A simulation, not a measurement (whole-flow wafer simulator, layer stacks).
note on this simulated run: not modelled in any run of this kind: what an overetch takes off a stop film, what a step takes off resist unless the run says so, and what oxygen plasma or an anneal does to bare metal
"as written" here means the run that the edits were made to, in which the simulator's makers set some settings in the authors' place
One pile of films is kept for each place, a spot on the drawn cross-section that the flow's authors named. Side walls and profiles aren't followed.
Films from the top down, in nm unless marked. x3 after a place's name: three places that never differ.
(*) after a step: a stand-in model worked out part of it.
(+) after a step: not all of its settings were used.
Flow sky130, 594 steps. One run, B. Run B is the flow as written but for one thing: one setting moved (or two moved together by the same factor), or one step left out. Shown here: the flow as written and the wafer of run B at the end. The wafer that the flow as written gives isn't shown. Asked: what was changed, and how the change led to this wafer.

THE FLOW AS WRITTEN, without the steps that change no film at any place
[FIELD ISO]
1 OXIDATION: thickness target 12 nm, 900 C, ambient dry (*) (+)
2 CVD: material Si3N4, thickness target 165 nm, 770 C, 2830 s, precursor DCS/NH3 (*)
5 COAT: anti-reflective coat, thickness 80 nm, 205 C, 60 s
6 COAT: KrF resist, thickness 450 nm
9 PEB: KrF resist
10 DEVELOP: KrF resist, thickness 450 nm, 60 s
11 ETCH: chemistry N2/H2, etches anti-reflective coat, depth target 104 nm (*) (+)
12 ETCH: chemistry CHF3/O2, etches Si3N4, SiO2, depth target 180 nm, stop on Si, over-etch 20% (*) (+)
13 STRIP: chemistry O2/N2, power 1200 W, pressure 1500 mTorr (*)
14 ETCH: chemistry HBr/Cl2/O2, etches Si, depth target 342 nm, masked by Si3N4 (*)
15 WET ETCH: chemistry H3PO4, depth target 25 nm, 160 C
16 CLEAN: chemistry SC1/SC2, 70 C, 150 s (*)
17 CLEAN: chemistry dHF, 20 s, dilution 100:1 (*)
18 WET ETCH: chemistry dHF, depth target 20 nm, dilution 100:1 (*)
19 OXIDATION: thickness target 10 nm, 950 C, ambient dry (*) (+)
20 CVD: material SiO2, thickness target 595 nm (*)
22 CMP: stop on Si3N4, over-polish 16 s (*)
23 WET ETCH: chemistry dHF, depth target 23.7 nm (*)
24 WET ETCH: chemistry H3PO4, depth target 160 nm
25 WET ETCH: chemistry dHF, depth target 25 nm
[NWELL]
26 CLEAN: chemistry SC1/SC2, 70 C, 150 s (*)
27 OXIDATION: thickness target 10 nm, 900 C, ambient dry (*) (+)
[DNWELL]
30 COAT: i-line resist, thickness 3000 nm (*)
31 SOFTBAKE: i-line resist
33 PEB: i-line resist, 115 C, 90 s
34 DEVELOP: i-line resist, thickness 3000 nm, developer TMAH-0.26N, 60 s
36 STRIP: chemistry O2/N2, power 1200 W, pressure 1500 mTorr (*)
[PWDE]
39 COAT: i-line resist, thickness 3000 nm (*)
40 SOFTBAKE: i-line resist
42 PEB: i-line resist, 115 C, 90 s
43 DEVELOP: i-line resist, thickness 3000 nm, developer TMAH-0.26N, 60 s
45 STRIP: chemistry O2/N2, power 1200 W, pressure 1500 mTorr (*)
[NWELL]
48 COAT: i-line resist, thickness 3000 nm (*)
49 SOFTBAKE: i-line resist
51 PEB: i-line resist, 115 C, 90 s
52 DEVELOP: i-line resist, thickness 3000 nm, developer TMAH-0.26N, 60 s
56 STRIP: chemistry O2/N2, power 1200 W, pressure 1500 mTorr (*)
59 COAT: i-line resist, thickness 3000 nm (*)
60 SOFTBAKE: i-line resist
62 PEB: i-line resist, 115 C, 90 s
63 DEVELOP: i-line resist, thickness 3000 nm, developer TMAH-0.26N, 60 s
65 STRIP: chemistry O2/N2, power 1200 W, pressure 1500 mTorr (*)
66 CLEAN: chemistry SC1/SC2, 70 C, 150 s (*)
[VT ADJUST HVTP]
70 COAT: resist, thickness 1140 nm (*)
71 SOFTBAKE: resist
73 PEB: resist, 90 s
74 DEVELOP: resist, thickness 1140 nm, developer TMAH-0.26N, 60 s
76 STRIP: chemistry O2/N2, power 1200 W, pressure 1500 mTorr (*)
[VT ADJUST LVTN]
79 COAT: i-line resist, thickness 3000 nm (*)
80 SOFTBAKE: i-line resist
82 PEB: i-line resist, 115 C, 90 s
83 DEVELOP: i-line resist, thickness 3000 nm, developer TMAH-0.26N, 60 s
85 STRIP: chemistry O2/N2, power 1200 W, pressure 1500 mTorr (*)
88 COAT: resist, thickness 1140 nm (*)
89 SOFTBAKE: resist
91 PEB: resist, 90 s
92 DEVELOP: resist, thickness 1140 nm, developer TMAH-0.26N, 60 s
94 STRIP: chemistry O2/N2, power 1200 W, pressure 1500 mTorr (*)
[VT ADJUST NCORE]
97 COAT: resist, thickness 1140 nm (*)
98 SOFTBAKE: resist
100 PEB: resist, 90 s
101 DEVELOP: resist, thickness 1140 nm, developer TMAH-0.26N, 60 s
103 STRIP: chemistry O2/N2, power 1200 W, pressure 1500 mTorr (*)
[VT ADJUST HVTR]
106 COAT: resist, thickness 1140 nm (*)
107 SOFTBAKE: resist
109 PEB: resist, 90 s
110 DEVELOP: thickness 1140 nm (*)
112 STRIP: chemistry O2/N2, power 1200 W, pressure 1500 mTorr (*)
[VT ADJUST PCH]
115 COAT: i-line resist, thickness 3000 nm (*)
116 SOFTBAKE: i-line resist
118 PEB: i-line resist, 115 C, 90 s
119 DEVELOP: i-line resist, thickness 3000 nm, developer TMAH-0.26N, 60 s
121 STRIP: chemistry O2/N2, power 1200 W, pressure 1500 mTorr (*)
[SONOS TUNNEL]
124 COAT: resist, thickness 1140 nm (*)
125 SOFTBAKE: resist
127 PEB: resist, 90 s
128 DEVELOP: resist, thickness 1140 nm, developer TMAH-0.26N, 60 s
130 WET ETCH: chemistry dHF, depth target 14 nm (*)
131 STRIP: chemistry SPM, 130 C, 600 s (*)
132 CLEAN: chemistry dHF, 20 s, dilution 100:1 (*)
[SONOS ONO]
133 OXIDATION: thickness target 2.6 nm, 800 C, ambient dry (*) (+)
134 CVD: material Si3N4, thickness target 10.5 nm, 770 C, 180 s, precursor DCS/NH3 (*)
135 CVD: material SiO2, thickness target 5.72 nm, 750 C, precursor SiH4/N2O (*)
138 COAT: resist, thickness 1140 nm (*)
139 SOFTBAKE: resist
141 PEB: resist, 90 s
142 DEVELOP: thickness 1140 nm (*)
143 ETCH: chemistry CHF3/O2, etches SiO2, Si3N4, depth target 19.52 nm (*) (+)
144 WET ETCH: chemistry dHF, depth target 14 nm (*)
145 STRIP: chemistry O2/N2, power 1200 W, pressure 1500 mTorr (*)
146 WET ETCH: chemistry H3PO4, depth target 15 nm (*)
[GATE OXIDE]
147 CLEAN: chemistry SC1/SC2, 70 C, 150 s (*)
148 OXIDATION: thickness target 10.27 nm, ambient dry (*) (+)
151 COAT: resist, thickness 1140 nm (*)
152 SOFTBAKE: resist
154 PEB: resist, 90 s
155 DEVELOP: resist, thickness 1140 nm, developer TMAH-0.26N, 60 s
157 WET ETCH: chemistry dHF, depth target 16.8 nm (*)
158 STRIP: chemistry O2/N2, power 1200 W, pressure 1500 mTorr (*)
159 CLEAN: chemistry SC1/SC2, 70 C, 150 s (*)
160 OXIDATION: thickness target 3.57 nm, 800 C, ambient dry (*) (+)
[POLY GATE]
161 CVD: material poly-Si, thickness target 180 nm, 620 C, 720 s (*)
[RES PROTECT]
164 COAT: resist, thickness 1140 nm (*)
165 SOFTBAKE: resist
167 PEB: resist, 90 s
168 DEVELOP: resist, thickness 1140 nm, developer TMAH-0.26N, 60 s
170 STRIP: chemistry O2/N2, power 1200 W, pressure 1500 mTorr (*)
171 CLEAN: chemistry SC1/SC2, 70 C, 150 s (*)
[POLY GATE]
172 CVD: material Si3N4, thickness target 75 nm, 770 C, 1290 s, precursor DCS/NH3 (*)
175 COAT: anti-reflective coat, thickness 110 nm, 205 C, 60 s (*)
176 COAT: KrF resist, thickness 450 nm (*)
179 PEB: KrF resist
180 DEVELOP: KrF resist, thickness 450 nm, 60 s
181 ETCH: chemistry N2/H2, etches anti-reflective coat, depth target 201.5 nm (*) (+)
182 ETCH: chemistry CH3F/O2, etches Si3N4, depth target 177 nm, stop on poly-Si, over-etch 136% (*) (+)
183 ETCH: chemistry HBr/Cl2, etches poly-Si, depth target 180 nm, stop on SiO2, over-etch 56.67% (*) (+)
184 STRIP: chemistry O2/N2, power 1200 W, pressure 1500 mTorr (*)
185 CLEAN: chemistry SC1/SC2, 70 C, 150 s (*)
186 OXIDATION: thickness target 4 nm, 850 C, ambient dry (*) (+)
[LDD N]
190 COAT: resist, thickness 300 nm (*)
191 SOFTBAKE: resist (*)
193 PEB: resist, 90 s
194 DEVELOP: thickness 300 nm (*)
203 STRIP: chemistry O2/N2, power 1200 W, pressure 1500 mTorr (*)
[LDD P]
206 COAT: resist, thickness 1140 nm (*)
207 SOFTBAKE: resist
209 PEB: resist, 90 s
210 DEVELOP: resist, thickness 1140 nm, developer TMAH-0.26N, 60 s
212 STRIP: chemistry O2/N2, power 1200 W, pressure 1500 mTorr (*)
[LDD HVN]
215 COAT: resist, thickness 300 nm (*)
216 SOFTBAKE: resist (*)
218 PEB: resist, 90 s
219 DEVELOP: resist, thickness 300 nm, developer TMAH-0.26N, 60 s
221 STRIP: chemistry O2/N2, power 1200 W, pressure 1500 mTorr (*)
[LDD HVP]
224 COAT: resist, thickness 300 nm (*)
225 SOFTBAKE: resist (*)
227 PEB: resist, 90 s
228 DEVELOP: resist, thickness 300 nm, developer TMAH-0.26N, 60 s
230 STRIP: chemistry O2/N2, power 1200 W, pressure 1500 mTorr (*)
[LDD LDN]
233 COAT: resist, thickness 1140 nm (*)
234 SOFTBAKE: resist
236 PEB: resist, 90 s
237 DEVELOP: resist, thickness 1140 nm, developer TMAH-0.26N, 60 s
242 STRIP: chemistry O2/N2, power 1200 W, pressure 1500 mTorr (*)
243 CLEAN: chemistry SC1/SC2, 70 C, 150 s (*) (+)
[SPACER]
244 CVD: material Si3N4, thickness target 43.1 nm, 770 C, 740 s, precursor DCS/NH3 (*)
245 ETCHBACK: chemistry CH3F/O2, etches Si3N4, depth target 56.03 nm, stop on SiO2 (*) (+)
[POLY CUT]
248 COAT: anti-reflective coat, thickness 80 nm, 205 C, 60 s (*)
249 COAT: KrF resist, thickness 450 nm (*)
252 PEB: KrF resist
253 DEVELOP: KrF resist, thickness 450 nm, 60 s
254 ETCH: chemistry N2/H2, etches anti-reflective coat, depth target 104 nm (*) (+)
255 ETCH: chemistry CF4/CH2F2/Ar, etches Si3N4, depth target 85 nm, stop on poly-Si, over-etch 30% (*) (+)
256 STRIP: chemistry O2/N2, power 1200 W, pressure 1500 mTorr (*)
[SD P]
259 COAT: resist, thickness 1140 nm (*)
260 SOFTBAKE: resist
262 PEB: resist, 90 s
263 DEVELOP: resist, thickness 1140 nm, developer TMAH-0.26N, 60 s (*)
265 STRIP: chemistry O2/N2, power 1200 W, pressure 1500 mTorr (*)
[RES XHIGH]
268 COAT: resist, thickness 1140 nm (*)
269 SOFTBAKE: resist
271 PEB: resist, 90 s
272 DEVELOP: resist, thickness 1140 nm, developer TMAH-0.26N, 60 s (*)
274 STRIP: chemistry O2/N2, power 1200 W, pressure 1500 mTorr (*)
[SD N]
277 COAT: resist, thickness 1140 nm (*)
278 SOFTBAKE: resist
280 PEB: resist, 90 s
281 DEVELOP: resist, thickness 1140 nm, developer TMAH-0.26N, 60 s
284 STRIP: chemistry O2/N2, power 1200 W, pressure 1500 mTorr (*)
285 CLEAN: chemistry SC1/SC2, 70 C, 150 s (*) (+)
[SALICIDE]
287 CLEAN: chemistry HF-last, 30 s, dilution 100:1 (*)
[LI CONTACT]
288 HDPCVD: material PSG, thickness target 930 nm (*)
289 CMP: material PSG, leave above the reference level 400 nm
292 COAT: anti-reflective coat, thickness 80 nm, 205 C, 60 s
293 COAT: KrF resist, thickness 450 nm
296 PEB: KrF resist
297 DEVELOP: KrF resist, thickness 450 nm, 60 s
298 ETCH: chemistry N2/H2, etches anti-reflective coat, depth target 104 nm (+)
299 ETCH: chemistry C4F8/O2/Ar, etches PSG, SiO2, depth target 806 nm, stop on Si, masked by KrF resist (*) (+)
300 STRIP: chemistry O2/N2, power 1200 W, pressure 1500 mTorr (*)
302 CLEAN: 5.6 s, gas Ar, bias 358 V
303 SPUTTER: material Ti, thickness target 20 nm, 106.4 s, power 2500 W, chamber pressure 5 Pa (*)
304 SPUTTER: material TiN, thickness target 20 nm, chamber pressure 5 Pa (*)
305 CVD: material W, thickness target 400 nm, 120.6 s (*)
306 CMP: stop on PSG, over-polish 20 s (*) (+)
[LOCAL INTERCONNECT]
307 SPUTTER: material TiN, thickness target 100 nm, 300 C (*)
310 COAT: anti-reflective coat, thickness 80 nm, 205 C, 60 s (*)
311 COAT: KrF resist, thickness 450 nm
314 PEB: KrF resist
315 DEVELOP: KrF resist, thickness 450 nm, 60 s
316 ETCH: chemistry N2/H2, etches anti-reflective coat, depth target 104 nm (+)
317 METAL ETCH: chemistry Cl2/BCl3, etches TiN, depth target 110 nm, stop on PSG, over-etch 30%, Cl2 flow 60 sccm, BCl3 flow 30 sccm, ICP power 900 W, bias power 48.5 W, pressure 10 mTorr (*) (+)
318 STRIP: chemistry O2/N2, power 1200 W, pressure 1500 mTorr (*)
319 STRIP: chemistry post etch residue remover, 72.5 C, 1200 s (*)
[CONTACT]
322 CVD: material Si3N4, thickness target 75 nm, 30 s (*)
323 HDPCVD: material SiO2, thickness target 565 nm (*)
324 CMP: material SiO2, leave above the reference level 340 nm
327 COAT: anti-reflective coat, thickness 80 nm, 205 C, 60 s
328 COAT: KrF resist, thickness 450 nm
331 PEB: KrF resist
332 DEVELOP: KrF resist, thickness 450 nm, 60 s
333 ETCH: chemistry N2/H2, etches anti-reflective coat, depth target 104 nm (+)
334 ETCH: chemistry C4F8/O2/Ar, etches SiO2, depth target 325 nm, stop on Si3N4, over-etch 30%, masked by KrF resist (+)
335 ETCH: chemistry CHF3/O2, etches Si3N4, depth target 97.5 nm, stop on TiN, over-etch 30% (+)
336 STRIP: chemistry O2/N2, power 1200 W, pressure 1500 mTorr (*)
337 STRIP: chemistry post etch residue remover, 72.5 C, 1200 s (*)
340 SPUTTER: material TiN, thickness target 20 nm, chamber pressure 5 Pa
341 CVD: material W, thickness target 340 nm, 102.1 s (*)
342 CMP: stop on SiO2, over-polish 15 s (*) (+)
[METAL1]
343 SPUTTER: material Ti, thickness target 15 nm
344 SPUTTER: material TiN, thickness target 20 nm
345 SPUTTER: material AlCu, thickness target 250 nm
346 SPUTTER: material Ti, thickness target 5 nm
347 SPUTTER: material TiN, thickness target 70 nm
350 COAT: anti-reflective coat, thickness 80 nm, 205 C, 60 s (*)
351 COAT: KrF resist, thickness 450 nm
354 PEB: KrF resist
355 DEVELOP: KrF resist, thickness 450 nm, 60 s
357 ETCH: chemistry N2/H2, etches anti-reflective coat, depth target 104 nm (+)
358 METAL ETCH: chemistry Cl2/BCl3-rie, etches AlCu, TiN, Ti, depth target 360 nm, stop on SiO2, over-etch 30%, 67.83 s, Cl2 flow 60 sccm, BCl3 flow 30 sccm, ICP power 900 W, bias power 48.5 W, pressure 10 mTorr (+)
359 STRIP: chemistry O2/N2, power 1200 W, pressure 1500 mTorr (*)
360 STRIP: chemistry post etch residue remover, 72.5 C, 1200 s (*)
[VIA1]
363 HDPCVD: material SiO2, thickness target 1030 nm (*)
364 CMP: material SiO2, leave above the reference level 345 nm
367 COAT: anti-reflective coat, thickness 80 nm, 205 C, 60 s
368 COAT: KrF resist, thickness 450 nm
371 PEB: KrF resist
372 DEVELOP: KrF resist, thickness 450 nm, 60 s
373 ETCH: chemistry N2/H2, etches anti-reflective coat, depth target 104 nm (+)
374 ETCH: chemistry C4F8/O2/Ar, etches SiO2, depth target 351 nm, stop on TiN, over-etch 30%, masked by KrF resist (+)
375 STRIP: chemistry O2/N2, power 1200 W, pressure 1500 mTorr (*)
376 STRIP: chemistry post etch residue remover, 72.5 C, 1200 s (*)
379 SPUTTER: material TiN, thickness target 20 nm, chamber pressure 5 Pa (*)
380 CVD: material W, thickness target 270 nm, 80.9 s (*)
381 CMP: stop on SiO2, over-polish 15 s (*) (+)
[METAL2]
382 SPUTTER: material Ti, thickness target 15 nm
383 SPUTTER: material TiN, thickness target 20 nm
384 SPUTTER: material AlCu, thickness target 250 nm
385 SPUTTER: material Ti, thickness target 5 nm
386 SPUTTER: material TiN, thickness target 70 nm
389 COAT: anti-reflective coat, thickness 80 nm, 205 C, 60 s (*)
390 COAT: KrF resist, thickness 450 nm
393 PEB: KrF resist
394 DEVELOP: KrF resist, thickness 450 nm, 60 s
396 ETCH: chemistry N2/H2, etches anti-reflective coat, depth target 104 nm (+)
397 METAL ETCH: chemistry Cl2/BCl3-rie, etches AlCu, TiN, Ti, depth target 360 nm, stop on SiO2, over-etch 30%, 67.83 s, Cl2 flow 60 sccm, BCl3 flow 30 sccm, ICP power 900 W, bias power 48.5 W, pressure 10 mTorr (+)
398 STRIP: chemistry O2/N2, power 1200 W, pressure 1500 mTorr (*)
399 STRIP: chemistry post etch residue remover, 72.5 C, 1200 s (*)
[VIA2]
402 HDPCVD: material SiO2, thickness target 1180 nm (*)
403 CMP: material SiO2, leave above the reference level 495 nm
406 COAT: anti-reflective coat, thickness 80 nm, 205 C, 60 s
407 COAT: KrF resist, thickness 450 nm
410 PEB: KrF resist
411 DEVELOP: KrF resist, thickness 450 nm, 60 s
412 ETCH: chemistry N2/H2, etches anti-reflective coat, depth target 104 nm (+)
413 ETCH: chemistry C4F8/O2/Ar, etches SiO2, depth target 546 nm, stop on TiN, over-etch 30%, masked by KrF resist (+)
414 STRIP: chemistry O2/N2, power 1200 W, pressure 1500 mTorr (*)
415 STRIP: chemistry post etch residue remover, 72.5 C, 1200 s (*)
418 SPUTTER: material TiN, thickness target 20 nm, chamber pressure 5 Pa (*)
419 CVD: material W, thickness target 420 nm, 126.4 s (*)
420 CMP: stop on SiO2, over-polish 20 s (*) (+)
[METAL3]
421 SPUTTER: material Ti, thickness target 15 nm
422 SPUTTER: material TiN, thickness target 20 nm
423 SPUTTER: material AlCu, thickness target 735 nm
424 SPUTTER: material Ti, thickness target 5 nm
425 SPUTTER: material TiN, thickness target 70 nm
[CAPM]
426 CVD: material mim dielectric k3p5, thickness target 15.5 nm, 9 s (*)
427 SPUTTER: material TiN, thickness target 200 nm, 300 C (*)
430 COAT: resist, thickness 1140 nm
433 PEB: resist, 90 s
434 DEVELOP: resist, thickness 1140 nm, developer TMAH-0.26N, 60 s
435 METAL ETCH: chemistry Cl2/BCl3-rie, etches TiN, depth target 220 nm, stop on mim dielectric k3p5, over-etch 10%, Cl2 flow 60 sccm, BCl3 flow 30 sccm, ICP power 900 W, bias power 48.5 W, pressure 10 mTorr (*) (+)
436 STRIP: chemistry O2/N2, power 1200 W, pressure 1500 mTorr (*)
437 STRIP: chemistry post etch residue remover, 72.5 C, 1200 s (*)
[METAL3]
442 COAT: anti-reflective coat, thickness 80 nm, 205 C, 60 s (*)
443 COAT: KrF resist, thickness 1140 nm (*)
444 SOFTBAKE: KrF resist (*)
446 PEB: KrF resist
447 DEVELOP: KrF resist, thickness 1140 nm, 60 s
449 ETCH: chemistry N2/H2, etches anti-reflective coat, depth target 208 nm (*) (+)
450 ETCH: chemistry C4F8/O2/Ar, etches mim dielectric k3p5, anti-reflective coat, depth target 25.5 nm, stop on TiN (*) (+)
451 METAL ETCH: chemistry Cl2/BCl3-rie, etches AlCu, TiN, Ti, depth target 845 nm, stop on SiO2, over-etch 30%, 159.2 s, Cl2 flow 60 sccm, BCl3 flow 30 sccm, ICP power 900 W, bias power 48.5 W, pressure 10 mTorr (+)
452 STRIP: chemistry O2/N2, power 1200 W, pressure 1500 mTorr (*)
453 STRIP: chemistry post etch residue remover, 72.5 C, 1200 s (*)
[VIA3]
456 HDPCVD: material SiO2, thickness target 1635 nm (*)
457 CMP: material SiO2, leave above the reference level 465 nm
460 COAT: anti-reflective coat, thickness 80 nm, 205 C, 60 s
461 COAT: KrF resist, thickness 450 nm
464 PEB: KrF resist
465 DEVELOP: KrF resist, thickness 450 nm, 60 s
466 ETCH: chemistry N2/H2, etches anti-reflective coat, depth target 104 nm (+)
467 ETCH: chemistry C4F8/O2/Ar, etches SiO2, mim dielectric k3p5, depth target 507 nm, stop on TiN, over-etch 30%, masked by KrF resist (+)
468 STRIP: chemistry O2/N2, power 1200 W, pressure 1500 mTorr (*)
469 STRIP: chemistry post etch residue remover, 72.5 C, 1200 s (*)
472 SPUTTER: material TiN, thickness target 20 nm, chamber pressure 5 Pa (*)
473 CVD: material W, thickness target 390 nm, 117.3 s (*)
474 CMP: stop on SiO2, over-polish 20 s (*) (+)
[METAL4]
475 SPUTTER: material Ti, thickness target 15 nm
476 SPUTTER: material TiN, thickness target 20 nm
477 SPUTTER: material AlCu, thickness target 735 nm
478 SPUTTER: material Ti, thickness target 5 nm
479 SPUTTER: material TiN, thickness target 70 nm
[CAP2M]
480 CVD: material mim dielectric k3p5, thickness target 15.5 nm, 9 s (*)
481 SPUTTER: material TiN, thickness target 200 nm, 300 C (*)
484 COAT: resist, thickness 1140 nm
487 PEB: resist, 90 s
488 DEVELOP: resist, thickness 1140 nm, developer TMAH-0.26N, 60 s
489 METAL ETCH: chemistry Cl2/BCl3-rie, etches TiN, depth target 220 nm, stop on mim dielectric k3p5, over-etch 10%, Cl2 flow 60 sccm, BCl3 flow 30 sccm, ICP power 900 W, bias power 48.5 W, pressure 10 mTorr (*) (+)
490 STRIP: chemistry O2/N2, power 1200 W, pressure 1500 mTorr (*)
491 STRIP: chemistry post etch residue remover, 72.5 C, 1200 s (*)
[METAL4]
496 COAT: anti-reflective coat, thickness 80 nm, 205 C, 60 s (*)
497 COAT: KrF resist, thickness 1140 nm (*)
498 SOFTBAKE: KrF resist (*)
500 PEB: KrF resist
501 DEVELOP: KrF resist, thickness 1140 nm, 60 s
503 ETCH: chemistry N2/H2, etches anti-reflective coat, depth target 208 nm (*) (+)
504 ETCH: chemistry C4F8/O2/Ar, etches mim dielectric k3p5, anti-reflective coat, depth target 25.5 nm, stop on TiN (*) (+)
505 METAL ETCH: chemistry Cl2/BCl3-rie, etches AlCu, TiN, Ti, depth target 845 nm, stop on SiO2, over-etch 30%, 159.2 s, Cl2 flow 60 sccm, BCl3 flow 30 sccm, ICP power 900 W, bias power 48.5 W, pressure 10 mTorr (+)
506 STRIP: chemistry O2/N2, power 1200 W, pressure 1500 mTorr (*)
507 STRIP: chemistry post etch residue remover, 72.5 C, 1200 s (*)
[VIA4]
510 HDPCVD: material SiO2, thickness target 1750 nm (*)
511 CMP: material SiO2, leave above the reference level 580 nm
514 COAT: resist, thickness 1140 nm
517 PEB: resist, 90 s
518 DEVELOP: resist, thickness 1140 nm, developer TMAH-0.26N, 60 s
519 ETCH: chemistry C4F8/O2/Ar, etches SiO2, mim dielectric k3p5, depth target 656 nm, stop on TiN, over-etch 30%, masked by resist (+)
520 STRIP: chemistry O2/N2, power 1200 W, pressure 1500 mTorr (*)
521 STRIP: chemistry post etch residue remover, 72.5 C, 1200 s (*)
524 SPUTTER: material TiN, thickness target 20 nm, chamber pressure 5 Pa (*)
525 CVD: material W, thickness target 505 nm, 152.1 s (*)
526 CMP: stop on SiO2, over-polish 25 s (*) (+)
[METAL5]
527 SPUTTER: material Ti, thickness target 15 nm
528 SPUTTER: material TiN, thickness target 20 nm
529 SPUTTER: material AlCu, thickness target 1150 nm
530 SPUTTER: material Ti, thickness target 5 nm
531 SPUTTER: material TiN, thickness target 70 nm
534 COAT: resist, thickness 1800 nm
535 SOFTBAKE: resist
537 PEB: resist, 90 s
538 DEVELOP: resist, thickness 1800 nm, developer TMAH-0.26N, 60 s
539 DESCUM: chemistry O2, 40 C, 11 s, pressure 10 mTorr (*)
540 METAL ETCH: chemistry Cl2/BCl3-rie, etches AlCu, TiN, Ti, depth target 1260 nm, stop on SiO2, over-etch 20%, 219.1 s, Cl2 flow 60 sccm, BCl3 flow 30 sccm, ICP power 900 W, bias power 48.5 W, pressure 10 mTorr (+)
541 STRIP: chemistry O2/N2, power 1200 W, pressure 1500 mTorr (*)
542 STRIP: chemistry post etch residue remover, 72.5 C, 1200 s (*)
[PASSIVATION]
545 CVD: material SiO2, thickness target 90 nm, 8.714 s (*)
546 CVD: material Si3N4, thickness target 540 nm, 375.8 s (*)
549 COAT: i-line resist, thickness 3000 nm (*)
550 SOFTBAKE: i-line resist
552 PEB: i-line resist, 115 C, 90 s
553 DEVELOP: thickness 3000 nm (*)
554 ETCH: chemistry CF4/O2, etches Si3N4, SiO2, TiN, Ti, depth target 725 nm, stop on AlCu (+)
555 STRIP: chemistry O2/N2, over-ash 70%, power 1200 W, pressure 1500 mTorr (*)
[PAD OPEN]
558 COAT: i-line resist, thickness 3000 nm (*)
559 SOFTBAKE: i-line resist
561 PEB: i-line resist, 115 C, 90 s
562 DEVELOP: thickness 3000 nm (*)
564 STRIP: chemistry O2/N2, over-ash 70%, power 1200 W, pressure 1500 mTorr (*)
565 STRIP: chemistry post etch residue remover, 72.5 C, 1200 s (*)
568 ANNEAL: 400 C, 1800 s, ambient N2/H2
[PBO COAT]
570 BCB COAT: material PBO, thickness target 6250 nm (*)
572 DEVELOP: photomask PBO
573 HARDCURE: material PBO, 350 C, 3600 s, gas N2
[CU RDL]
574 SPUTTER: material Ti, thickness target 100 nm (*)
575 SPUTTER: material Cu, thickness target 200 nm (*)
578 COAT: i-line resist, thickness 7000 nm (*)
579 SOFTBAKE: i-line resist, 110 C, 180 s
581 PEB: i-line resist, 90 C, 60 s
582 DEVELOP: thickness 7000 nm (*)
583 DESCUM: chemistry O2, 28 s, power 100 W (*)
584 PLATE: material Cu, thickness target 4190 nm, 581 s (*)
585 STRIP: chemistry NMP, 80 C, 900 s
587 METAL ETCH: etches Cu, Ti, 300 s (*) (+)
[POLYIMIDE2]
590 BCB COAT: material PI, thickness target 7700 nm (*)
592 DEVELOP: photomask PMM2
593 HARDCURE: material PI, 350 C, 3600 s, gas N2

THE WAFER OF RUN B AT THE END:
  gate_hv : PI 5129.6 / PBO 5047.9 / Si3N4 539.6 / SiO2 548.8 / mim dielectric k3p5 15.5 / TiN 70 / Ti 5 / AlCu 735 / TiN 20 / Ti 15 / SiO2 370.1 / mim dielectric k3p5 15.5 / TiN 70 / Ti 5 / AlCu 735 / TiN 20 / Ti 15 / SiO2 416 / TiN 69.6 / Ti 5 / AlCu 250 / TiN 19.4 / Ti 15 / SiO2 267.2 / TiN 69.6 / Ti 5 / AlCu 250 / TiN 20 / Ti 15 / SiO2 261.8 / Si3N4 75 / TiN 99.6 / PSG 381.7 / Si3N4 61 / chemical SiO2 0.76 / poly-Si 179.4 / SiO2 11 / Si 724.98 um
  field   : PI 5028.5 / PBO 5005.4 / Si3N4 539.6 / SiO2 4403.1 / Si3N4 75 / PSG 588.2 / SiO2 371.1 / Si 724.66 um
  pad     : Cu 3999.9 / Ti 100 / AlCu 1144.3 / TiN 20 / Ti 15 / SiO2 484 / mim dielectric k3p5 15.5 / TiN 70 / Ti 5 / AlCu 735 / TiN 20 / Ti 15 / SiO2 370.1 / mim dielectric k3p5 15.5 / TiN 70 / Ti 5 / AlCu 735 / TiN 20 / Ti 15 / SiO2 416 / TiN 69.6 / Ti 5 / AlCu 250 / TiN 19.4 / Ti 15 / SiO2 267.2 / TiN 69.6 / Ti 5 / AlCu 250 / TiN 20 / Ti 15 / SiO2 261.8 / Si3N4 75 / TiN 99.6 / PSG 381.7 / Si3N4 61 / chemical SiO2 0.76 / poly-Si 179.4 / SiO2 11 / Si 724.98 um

The cause: step 383, SPUTTER: thickness target 19.4 nm was run, where the flow has thickness target 20 nm.
It can be read off the wafer: gate_hv has TiN 19.4, and step 383 as written asks for 20 nm.

How the change led to this, step by step:
  383 SPUTTER: material TiN, thickness target 20 nm
      field, active, n_well and 188 more: TiN +19.4 (new film) (as written it would be: TiN +20 (new film))
  397 METAL ETCH: chemistry Cl2/BCl3-rie, etches AlCu, TiN, Ti, depth target 360 nm, stop on SiO2, over-etch 30%, 67.83 s, Cl2 flow 60 sccm, BCl3 flow 30 sccm, ICP power 900 W, bias power 48.5 W, pressure 10 mTorr (+)
      field, active, gate and 82 more: TiN -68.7 (all of it), Ti -5 (all of it), AlCu -250 (all of it), TiN -19.4 (all of it), Ti -15 (all of it), SiO2 -11 (as written it would be: TiN -68.7 (all of it), Ti -5 (all of it), AlCu -250 (all of it), TiN -20 (all of it), Ti -15 (all of it), SiO2 -10.9)
